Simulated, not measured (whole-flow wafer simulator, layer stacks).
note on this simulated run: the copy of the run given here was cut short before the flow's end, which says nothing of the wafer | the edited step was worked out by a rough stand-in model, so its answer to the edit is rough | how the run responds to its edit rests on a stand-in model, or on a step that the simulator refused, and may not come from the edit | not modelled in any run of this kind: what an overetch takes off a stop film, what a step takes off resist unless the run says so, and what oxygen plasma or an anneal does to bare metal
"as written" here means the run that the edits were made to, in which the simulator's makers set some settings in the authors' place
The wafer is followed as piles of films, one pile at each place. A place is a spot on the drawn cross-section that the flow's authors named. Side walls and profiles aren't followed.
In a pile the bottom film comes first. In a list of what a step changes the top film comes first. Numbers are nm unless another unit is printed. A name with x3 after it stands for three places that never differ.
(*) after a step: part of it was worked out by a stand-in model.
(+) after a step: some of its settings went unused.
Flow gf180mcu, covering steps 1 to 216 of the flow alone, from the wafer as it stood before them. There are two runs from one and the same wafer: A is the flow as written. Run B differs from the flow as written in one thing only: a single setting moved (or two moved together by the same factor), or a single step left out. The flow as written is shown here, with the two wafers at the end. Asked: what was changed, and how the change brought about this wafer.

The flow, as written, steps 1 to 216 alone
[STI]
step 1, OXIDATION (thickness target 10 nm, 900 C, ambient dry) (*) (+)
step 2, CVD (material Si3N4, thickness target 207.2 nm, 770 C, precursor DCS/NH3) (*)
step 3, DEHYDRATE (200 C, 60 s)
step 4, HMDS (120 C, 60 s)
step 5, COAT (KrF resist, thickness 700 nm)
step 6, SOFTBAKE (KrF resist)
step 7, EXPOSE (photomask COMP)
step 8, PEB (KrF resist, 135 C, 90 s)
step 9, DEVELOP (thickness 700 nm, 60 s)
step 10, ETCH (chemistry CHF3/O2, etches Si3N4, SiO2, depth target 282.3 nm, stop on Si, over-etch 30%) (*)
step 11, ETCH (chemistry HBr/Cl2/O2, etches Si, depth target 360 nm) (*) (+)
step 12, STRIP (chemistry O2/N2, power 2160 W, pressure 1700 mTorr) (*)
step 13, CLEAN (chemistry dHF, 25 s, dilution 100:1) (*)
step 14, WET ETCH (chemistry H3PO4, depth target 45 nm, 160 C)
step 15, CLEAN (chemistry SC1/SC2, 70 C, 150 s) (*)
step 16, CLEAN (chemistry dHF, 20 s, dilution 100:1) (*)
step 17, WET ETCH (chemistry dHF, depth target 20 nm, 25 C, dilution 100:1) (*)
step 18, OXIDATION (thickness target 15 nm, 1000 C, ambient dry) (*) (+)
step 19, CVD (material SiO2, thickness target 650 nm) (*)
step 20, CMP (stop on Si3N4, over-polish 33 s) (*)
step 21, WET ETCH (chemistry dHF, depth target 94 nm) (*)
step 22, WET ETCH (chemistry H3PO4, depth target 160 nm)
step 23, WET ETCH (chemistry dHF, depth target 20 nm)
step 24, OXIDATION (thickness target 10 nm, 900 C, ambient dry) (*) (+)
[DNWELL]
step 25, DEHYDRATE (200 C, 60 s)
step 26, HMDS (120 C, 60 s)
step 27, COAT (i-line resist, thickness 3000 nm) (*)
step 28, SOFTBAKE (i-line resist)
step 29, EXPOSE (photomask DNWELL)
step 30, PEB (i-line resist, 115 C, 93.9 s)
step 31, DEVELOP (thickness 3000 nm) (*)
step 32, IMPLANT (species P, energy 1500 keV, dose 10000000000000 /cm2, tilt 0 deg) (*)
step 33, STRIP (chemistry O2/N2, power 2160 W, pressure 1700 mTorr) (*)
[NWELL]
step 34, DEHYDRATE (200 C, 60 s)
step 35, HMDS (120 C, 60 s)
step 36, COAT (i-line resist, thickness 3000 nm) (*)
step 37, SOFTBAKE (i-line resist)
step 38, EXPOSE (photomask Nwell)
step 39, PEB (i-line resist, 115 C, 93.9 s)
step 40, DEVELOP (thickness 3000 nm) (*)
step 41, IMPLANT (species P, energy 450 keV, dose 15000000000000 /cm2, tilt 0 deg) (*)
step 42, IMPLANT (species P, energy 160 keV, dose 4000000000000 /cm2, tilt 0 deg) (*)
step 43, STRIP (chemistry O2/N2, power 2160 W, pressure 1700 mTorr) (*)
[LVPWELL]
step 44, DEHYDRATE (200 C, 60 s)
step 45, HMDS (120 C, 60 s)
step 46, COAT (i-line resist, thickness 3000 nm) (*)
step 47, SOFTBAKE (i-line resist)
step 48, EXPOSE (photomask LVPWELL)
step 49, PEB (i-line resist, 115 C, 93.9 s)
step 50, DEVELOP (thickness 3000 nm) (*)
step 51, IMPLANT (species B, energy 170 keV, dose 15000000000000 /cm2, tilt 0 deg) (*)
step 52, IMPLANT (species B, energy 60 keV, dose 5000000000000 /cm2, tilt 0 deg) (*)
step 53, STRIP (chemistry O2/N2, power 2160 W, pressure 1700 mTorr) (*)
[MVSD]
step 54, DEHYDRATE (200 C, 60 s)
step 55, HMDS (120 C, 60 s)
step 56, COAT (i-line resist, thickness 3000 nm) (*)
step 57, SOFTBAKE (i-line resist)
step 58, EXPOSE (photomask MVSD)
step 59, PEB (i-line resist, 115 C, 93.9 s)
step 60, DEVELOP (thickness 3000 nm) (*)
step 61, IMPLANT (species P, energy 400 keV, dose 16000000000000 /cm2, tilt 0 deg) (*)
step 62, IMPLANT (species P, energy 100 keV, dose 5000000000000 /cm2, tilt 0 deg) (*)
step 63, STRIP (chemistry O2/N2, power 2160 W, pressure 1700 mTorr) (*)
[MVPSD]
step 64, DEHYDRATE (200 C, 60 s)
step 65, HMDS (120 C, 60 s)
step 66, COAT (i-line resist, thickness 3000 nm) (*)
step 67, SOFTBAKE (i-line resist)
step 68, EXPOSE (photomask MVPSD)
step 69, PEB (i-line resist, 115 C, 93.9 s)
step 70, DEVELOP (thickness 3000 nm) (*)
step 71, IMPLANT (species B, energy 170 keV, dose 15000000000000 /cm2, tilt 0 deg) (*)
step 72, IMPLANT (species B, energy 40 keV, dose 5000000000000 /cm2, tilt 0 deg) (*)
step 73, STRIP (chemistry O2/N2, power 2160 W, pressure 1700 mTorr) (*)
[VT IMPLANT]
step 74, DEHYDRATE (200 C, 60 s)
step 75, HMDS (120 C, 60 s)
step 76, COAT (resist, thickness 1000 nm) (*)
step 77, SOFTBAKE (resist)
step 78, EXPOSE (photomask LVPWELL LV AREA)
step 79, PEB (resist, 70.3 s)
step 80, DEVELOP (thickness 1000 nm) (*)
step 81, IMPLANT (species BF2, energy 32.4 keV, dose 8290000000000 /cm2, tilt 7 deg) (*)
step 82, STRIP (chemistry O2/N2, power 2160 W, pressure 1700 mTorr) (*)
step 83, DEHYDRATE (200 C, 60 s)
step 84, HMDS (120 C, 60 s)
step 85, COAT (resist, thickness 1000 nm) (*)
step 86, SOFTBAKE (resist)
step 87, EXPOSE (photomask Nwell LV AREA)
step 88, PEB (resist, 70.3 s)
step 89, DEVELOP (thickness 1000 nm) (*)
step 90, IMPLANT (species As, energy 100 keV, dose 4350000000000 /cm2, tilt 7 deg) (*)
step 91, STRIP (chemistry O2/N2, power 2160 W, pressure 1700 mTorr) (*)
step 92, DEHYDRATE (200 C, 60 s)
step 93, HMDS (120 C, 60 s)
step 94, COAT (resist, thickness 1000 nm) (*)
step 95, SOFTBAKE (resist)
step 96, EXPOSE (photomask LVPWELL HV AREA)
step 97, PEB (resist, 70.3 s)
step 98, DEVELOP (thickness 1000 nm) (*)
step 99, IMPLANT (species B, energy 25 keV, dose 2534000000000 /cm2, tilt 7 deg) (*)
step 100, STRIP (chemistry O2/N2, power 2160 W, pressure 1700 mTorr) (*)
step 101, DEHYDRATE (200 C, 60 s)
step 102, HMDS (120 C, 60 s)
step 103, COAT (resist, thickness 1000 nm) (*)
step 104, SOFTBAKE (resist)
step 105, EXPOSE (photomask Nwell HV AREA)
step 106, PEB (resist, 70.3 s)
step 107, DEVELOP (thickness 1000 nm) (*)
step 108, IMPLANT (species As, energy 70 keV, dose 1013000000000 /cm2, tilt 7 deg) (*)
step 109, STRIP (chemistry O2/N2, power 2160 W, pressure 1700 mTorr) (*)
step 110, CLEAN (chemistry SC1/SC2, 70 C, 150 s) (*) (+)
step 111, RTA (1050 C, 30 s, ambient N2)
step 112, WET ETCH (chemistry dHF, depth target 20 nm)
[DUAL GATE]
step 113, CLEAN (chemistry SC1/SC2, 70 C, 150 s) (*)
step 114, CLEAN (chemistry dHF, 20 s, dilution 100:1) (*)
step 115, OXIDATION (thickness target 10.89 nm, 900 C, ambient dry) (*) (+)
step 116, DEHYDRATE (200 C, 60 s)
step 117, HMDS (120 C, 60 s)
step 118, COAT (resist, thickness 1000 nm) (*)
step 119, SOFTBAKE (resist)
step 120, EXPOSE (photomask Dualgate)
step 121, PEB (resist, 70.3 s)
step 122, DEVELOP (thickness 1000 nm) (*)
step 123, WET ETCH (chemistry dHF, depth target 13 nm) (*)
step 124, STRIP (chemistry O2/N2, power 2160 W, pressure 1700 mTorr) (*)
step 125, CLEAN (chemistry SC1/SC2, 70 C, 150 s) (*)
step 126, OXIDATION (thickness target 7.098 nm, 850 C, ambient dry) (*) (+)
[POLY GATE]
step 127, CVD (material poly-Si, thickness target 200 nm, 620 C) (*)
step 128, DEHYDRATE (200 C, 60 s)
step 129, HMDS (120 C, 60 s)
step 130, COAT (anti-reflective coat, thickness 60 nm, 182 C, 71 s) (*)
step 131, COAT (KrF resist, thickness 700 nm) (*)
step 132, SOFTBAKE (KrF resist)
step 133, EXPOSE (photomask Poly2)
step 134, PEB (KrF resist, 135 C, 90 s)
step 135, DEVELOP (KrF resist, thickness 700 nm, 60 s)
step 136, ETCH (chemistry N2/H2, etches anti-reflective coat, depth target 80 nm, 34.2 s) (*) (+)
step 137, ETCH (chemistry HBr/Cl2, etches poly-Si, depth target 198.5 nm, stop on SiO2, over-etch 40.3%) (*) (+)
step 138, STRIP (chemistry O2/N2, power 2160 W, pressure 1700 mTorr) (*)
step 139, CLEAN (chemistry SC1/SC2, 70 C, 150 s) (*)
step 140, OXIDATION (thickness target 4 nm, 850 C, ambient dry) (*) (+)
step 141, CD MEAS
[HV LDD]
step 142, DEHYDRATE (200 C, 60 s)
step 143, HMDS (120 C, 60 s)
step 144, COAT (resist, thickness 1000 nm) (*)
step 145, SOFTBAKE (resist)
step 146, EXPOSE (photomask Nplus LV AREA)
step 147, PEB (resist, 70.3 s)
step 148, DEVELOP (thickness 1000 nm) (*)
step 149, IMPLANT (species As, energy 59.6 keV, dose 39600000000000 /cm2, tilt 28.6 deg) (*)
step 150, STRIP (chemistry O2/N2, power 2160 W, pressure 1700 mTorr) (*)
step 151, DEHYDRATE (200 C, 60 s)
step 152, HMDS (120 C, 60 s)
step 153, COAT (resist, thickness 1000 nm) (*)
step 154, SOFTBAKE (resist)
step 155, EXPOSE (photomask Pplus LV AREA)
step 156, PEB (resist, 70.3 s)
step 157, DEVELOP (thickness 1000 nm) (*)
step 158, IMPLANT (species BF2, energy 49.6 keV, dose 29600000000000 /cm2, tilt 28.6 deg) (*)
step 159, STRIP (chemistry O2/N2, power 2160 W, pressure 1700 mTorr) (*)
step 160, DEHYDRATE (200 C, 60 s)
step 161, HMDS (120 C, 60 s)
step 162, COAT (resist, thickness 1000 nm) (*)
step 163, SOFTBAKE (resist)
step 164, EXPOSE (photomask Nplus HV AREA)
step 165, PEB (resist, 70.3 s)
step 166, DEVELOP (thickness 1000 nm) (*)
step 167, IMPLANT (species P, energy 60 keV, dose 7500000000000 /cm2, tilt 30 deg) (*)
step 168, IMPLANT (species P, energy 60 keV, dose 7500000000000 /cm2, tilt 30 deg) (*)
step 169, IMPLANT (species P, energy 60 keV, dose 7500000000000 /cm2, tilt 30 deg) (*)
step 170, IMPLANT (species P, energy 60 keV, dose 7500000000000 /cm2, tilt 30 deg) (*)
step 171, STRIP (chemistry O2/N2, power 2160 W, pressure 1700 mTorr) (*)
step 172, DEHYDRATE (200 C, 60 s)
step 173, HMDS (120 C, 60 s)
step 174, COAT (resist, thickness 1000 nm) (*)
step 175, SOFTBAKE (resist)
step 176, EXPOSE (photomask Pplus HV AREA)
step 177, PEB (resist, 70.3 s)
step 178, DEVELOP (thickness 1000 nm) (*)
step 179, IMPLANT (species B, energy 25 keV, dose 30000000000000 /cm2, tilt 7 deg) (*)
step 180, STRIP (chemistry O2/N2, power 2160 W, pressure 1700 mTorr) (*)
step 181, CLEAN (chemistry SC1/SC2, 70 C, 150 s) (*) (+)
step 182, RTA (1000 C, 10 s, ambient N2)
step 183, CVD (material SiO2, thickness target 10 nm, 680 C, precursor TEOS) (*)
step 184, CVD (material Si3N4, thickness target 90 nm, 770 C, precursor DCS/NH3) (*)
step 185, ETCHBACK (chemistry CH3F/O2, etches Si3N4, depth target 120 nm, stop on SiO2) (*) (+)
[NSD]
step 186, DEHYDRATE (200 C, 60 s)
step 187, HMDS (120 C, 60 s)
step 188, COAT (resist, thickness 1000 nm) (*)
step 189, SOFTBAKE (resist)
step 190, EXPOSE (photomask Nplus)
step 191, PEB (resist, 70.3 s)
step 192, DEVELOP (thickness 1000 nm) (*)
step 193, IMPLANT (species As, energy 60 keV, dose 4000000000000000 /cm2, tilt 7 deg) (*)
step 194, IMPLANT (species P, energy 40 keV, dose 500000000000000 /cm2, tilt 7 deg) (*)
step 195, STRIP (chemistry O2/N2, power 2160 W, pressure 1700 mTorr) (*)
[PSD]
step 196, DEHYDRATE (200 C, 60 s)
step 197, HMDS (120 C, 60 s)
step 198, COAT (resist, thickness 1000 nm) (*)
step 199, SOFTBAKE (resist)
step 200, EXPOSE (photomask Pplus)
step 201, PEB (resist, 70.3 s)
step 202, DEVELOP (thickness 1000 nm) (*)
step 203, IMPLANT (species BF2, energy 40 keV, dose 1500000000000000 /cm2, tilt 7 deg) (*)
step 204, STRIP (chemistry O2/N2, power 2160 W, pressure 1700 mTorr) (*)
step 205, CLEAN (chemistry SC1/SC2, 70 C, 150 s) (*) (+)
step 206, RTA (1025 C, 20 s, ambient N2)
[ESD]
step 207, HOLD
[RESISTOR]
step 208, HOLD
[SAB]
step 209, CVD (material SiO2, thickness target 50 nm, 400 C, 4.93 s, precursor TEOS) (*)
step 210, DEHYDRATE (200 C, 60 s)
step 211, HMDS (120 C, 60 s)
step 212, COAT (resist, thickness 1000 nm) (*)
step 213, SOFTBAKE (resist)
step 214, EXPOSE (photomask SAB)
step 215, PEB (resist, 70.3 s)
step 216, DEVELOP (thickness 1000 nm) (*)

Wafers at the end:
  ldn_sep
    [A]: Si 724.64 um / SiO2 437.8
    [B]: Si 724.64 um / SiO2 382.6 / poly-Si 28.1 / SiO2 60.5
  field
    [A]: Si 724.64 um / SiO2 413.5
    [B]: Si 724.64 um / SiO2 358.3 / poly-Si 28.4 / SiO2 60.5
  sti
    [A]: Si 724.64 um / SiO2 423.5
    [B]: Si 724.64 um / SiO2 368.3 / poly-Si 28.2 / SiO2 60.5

What caused this: step 127, CVD: thickness target 310 nm was run, whereas the flow has thickness target 200 nm.

How this came from the change, step by step:
  step 127, CVD (material poly-Si, thickness target 200 nm, 620 C) (*)
      field, field__w1, field__w2 and 87 more: A +200 poly-Si (new film) | B +310 poly-Si (new film)
      ldn_drn, ldp_drn: A +200 poly-Si (new film) | B +310.3 poly-Si (new film)
  step 137, ETCH (chemistry HBr/Cl2, etches poly-Si, depth target 198.5 nm, stop on SiO2, over-etch 40.3%) (*) (+)
      field__w3, field__w12, field_sub and 14 more: A -199 poly-Si (all of it), -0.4 SiO2 | B -278.5 poly-Si
      field__w6, sti, m1 and 11 more: A -198.8 poly-Si (all of it), -0.4 SiO2 | B -278.5 poly-Si
      (also at 33 further places)
  step 138, STRIP (chemistry O2/N2, power 2160 W, pressure 1700 mTorr) (*)
      field, field__w1, field__w2 and 61 more: A nothing | B +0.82 chemical SiO2 (new film), -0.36 poly-Si
  step 139, CLEAN (chemistry SC1/SC2, 70 C, 150 s) (*)
      field, field__w1, field__w2 and 34 more: A -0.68 SiO2 | B -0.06 chemical SiO2, -0.27 poly-Si
  step 140, OXIDATION (thickness target 4 nm, 850 C, ambient dry) (*) (+)
      field, field__w1, field__w2 and 21 more: A +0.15 SiO2, -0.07 Si | B +4 SiO2 (new film), -0.76 chemical SiO2 (all of it), -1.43 poly-Si
      active_hv, active_nat, ld_sd_n and 11 more: A +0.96 SiO2, -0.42 Si | B +4 SiO2 (new film), -0.76 chemical SiO2 (all of it), -1.43 poly-Si
      (also at 26 further places)
  step 144, COAT (resist, thickness 1000 nm) (*)
      polyc_n, polyc_p: A +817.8 resist (new film) | B +753.9 resist (new film)
      field_sub__w4: A +1047.7 resist (new film) | B +1070.5 resist (new film)
      (also at 30 further places)
  step 145, SOFTBAKE (resist)
      active_hv: A +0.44 resist | B -1.47 resist
      nw_enc_fld_lv__w3: A +2.63 resist | B -1.65 resist
      (also at 73 further places)
  step 147, PEB (resist, 70.3 s)
      polyc_n, polyc_n_rim, polyc_p, polyc_p_rim: A -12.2 resist | B -11 resist
      ldn_ch, ldn_acc, ldp_ch, ldp_acc: A -13 resist | B -11.9 resist
      (also at 27 further places)
  step 148, DEVELOP (thickness 1000 nm) (*)
      gate: A -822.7 resist (all of it) | B -758.4 resist (all of it)
      npoly_u: A -821.5 resist (all of it) | B -759.2 resist (all of it)
      (also at 3 further places)
  step 150, STRIP (chemistry O2/N2, power 2160 W, pressure 1700 mTorr) (*)
      field_sub__w4: A -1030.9 resist (all of it) | B -1053.3 resist (all of it)
      gate_hv: A -824.2 resist (all of it) | B -763.6 resist (all of it)
      (also at 25 further places)
  step 153, COAT (resist, thickness 1000 nm) (*)
      polyc_n, polyc_p: A +817.8 resist (new film) | B +753.9 resist (new film)
      field_sub__w4: A +1047.7 resist (new film) | B +1070.5 resist (new film)
      (also at 30 further places)
  step 154, SOFTBAKE (resist)
      active_hv: A +0.44 resist | B -1.47 resist
      nw_enc_fld_lv__w3: A +2.63 resist | B -1.65 resist
      (also at 73 further places)
  step 156, PEB (resist, 70.3 s)
      polyc_n, polyc_n_rim, polyc_p, polyc_p_rim: A -12.2 resist | B -11 resist
      ldn_ch, ldn_acc, ldp_ch, ldp_acc: A -13 resist | B -11.9 resist
      (also at 27 further places)
  step 157, DEVELOP (thickness 1000 nm) (*)
      gate_p: A -828.7 resist (all of it) | B -765.8 resist (all of it)
      ppoly_u: A -827 resist (all of it) | B -767 resist (all of it)
      (also at 3 further places)
  step 159, STRIP (chemistry O2/N2, power 2160 W, pressure 1700 mTorr) (*)
      field_sub__w4: A -1030.9 resist (all of it) | B -1053.3 resist (all of it)
      gate: A -822.7 resist (all of it) | B -758.4 resist (all of it)
      (also at 25 further places)
  step 162, COAT (resist, thickness 1000 nm) (*)
      polyc_n, polyc_p: A +817.8 resist (new film) | B +753.9 resist (new film)
      field_sub__w4: A +1047.7 resist (new film) | B +1070.5 resist (new film)
      (also at 30 further places)
  ... another 23 steps ...
  step 216, DEVELOP (thickness 1000 nm) (*)
      field__w3, field__w12: A -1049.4 resist (all of it) | B -1072.8 resist (all of it)
      field__w2: A -1035.2 resist (all of it) | B -1059 resist (all of it)
      (also at 43 further places)
